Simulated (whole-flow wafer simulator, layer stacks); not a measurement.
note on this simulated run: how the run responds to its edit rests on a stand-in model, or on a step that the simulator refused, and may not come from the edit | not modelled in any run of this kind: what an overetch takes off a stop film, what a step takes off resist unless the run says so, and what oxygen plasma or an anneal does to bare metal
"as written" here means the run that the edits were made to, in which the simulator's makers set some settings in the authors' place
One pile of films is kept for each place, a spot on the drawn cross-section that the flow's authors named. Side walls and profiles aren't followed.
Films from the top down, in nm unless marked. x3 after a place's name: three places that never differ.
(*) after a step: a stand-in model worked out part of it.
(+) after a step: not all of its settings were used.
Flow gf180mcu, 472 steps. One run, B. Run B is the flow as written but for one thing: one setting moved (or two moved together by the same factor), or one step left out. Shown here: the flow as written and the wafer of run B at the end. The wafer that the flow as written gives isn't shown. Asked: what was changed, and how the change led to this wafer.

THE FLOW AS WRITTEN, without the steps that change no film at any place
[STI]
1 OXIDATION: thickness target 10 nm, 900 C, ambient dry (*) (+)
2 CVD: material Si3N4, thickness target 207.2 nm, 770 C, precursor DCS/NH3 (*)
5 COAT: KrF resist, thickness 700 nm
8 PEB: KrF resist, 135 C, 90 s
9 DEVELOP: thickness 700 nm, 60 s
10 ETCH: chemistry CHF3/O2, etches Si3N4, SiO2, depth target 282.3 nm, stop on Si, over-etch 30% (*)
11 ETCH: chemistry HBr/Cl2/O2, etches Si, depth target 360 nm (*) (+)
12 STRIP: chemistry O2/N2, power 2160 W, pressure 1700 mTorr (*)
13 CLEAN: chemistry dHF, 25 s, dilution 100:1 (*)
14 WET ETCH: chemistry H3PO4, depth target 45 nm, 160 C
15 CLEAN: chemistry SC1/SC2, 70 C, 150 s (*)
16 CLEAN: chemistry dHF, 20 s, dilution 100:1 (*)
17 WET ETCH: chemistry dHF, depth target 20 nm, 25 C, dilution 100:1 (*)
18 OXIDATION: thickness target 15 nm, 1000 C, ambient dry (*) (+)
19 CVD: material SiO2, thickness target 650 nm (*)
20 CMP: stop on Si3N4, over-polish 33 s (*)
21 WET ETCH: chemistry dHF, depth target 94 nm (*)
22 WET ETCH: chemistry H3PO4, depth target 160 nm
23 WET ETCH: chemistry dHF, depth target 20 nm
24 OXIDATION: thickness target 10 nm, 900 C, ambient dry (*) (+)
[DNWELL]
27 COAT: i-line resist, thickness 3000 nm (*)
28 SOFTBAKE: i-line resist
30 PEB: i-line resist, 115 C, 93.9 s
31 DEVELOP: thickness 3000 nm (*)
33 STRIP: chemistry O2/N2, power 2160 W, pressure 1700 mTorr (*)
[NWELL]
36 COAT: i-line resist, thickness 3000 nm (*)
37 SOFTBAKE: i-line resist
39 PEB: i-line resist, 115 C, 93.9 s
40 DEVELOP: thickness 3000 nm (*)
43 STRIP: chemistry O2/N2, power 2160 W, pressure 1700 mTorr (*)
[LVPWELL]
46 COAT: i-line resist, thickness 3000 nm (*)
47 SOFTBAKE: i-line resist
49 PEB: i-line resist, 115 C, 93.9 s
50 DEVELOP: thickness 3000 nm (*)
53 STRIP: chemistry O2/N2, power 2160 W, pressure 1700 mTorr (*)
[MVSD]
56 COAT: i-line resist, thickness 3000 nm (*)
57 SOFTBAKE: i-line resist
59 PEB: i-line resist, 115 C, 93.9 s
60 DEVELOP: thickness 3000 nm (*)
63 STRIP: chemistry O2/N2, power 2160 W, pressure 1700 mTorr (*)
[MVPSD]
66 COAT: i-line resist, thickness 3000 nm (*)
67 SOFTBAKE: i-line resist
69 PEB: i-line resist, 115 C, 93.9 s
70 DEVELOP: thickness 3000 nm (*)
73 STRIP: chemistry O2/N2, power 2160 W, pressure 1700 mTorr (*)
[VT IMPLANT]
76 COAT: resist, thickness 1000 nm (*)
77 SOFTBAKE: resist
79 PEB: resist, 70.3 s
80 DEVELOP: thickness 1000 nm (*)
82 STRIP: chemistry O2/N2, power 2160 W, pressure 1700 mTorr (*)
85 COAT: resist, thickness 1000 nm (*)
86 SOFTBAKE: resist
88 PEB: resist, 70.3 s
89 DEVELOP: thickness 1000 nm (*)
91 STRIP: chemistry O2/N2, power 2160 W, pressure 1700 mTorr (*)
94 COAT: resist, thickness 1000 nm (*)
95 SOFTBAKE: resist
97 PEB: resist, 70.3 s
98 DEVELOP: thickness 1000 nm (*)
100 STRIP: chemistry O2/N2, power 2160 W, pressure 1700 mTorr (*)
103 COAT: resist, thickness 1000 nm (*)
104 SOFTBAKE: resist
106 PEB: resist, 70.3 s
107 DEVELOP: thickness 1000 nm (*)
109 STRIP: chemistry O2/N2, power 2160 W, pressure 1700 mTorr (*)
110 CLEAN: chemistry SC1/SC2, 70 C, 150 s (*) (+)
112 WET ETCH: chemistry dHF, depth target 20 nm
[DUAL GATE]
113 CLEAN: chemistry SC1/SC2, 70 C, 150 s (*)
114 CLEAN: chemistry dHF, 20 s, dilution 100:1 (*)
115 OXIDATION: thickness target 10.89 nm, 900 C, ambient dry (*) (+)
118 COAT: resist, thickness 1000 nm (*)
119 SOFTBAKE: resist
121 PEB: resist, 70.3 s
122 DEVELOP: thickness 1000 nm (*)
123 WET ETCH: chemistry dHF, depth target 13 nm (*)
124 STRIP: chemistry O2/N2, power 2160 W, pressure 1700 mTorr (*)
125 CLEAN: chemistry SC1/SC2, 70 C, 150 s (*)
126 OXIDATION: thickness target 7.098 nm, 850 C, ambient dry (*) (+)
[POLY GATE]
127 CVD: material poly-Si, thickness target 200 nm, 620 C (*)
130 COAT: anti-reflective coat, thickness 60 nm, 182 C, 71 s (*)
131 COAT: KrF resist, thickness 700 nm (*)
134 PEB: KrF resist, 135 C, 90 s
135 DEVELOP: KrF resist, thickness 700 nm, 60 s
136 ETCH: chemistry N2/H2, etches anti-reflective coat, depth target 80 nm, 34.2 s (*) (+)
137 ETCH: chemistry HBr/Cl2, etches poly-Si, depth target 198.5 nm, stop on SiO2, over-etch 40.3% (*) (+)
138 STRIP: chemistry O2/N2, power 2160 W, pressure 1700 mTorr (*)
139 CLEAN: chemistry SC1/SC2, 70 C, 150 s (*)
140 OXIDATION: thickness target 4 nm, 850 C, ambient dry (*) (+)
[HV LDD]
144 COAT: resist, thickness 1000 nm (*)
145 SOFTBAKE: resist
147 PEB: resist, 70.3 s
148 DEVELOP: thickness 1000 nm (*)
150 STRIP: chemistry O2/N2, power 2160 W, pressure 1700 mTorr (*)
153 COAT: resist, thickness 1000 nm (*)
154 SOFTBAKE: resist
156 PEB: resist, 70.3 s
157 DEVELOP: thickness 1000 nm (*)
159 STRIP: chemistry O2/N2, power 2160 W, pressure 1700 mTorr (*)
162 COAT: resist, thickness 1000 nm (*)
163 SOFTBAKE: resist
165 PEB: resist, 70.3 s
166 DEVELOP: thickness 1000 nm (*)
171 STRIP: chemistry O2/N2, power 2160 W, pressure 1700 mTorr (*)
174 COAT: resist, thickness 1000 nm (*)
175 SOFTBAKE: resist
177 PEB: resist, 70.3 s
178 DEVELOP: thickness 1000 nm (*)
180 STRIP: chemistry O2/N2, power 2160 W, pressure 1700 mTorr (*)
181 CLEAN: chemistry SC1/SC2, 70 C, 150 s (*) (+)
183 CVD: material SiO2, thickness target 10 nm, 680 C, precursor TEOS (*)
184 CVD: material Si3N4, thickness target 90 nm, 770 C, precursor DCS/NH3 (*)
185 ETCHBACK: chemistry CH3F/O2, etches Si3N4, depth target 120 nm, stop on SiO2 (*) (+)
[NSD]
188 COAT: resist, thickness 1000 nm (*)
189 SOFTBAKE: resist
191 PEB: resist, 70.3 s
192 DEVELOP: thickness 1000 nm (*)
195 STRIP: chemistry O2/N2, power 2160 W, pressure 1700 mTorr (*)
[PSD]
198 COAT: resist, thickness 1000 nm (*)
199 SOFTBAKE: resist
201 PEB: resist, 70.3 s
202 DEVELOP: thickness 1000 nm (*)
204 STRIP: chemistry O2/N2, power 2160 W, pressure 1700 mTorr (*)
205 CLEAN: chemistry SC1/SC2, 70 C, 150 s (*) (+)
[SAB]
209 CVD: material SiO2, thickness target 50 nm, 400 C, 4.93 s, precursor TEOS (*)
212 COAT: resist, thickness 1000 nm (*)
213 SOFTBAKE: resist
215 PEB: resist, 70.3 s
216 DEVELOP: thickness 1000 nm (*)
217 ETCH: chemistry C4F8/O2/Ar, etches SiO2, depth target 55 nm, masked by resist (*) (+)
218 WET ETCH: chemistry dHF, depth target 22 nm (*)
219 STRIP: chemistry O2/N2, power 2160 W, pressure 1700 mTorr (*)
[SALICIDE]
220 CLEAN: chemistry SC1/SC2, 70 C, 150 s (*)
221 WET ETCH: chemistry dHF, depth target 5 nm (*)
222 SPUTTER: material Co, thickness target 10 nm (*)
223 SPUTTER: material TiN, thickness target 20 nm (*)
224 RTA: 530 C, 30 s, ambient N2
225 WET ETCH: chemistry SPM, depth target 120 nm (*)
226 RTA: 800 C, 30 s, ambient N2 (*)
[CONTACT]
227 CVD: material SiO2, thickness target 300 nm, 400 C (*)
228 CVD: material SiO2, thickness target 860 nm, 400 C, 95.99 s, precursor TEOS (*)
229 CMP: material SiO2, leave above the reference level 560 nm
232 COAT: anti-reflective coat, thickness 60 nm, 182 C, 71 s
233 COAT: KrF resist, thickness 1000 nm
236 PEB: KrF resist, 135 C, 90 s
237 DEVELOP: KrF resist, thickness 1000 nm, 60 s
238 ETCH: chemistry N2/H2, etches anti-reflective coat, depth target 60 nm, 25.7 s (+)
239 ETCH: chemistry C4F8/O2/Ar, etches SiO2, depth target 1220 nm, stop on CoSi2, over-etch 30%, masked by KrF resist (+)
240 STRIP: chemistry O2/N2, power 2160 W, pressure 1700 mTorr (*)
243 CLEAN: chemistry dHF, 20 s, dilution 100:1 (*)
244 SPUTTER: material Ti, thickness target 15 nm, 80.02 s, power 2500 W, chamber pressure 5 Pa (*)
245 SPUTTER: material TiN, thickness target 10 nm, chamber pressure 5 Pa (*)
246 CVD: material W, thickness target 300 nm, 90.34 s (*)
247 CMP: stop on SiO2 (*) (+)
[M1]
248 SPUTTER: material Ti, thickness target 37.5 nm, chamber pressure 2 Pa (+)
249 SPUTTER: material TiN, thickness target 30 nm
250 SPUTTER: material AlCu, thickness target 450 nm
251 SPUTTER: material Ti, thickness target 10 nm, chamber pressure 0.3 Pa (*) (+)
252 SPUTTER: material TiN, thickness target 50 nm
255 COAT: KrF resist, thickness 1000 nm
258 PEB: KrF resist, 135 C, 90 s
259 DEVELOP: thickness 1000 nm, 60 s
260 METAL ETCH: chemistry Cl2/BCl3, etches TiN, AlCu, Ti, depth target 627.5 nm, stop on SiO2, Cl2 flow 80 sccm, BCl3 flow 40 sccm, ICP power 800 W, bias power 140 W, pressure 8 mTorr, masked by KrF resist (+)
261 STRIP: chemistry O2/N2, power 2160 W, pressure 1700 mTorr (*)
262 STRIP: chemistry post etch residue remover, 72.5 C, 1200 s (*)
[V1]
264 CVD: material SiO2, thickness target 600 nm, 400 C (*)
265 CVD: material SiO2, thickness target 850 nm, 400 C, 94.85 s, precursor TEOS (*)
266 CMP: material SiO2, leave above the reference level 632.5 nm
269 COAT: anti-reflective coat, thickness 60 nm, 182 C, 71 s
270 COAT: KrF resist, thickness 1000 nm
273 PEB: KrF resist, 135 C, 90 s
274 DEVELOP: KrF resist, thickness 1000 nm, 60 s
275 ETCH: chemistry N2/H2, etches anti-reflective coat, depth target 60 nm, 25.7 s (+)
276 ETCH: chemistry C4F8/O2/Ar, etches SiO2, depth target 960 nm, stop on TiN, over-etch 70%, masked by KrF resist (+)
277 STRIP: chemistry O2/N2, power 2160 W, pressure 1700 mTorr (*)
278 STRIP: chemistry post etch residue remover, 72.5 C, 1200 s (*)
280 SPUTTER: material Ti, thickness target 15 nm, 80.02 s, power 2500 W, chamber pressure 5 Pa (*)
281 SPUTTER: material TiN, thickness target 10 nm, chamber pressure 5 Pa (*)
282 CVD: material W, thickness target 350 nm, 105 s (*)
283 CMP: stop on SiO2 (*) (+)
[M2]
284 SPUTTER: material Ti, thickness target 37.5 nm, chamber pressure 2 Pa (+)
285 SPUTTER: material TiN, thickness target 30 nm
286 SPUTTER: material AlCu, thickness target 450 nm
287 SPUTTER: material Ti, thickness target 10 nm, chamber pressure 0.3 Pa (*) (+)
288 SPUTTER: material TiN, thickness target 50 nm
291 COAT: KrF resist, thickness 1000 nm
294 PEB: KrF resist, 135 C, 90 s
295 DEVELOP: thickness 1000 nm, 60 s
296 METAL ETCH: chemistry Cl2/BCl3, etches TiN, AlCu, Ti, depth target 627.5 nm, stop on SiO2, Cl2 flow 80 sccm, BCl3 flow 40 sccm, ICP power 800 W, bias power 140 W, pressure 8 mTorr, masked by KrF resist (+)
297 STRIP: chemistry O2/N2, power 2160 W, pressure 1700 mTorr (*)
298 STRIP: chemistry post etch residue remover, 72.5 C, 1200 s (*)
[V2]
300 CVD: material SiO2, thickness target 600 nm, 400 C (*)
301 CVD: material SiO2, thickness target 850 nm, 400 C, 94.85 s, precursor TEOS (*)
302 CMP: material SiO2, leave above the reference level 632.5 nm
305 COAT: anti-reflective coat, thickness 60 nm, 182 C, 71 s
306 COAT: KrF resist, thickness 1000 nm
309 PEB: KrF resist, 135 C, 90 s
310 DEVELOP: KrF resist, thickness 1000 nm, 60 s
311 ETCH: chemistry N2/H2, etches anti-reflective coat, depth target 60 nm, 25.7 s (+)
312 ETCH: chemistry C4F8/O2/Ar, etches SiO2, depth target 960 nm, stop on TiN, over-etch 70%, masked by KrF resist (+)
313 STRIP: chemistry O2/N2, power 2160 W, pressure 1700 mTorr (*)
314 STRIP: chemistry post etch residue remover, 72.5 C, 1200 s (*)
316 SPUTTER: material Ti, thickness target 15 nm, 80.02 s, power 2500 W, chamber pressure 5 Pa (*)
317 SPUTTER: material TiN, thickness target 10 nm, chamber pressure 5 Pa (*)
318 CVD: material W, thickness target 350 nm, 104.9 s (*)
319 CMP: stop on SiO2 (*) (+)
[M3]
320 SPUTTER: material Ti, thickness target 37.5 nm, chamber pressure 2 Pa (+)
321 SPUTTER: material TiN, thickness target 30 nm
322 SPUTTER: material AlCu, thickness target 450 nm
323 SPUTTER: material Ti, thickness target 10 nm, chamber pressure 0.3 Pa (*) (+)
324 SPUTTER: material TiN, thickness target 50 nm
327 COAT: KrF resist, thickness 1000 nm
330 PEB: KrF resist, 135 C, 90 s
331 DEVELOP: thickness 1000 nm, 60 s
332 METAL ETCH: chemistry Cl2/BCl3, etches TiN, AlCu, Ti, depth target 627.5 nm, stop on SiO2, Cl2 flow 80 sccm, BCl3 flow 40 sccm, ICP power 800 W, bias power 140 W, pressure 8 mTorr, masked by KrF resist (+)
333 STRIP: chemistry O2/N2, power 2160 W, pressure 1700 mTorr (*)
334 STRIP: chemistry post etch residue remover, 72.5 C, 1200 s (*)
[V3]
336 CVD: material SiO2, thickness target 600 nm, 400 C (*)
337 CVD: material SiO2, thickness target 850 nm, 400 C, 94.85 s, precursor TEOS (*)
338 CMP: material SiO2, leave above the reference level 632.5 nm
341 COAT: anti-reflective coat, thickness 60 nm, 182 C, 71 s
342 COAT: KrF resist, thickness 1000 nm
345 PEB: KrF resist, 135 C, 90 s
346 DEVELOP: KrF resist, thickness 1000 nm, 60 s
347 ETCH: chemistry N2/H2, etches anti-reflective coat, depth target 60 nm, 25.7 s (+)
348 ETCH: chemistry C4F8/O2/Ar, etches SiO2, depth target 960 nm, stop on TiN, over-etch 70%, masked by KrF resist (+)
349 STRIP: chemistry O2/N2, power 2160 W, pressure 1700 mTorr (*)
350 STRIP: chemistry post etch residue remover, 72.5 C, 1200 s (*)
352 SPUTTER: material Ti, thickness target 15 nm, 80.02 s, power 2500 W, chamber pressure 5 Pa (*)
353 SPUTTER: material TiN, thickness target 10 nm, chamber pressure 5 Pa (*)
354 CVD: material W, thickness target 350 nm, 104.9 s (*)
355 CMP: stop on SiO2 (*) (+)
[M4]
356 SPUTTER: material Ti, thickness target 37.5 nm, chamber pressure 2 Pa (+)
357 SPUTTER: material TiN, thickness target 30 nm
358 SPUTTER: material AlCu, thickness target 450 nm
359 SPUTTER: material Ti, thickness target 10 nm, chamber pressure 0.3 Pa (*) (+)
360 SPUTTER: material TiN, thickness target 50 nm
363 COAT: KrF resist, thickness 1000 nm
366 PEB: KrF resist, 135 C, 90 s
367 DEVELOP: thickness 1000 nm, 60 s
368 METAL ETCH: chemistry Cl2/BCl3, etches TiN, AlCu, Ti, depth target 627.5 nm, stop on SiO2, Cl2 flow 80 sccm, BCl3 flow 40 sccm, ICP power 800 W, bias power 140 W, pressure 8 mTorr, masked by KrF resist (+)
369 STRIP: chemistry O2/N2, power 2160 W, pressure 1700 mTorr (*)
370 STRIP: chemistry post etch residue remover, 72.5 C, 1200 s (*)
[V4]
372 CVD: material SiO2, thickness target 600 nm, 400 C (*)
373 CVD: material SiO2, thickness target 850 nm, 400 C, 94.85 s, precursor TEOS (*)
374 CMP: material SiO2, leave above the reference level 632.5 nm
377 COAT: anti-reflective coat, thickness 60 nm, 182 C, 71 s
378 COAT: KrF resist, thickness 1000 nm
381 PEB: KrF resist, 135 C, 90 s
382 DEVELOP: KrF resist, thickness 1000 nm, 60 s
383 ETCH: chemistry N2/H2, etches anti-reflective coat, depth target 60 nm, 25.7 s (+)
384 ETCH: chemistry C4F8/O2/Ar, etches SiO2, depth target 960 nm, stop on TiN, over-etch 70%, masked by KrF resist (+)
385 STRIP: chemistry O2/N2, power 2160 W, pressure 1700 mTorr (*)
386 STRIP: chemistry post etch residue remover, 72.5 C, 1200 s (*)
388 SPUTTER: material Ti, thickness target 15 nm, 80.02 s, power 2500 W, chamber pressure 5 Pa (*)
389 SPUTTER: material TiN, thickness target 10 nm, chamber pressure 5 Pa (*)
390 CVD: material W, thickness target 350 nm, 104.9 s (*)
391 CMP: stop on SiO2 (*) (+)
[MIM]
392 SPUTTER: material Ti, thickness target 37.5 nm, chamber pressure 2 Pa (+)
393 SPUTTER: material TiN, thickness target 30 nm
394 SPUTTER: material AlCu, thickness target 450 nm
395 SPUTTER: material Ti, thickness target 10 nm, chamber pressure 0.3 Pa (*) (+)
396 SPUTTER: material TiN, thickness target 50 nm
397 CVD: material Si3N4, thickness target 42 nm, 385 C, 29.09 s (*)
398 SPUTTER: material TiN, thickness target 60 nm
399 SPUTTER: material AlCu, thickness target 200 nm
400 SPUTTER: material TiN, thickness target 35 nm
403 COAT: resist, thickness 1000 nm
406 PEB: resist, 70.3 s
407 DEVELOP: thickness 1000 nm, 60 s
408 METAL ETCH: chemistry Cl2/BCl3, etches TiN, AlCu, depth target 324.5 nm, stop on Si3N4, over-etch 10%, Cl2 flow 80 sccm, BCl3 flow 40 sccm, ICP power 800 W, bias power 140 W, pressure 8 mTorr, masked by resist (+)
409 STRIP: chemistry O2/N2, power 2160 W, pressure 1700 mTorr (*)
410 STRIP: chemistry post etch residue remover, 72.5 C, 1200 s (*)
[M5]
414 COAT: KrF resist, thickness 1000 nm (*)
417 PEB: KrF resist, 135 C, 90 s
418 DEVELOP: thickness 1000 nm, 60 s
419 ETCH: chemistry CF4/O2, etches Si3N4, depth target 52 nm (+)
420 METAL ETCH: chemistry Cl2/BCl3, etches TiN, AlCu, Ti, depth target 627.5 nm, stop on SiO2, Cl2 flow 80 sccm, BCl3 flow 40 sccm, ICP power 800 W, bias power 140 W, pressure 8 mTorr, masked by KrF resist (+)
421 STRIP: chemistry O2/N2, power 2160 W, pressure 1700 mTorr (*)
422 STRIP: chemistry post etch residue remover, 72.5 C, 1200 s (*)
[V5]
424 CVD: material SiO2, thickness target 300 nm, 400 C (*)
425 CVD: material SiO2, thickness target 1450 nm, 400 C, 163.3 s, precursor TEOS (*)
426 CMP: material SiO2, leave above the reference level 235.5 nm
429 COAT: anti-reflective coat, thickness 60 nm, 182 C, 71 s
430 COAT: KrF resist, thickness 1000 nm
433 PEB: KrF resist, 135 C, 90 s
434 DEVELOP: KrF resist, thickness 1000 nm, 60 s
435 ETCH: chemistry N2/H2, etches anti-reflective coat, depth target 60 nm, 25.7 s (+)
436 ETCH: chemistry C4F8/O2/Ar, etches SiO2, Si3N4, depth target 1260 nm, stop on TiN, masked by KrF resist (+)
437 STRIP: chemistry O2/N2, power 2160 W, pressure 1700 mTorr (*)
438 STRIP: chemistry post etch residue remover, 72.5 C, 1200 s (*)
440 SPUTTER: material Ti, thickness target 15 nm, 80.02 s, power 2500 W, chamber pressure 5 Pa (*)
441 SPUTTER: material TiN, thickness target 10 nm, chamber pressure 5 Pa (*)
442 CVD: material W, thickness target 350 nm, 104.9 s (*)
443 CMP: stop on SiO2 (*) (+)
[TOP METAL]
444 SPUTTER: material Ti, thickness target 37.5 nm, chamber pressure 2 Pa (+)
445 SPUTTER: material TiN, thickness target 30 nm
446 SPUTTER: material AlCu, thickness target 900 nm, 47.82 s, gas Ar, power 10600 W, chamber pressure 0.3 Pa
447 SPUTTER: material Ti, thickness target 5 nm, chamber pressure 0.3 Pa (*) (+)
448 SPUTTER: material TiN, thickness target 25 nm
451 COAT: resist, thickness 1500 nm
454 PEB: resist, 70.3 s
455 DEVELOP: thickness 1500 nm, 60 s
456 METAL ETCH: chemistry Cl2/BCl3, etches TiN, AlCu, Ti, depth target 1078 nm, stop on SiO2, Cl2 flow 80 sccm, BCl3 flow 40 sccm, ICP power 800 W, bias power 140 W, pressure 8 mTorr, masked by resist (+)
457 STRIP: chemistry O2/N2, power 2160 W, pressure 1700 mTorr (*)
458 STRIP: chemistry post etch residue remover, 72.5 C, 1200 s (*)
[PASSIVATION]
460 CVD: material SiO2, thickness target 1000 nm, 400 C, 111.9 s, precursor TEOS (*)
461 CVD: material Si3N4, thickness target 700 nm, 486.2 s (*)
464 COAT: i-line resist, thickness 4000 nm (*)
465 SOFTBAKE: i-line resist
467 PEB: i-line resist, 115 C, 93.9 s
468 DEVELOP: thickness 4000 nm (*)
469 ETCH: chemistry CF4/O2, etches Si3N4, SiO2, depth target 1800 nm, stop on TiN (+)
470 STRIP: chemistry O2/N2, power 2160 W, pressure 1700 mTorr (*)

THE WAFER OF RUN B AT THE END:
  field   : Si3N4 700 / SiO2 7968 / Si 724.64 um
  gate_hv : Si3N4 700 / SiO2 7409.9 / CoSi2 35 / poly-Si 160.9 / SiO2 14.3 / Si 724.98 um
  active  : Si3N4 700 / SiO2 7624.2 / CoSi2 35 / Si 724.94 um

The cause: step 302, CMP: leave above the reference level 373.2 nm was run, where the flow has leave above the reference level 632.5 nm.

How the change led to this, step by step:
  302 CMP: material SiO2, leave above the reference level 632.5 nm
      field, field__w1, field__w2 and 103 more: SiO2 -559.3 (as written it would be: SiO2 -300)
      field__w8, contact, m1, m1__w1, m1_nw: SiO2 -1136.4 (as written it would be: SiO2 -877.1)
  312 ETCH: chemistry C4F8/O2/Ar, etches SiO2, depth target 960 nm, stop on TiN, over-etch 70%, masked by KrF resist (+)
      field, field__w1, field__w2 and 107 more: KrF resist -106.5 (as written it would be: KrF resist -192)
      contact: SiO2 -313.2 (all of it) (as written it would be: SiO2 -572.5 (all of it))
  313 STRIP: chemistry O2/N2, power 2160 W, pressure 1700 mTorr (*)
      field, field__w1, field__w2 and 107 more: KrF resist -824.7 (all of it), anti-reflective coat -60 (all of it) (as written it would be: KrF resist -739.2 (all of it), anti-reflective coat -60 (all of it))
  316 SPUTTER: material Ti, thickness target 15 nm, 80.02 s, power 2500 W, chamber pressure 5 Pa (*)
      contact: Ti +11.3 (new film) (as written it would be: Ti +9.65 (new film))
  317 SPUTTER: material TiN, thickness target 10 nm, chamber pressure 5 Pa (*)
      contact: TiN +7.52 (new film) (as written it would be: TiN +6.4 (new film))
  318 CVD: material W, thickness target 350 nm, 104.9 s (*)
      contact: W +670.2 (new film) (as written it would be: W +932.3 (new film))
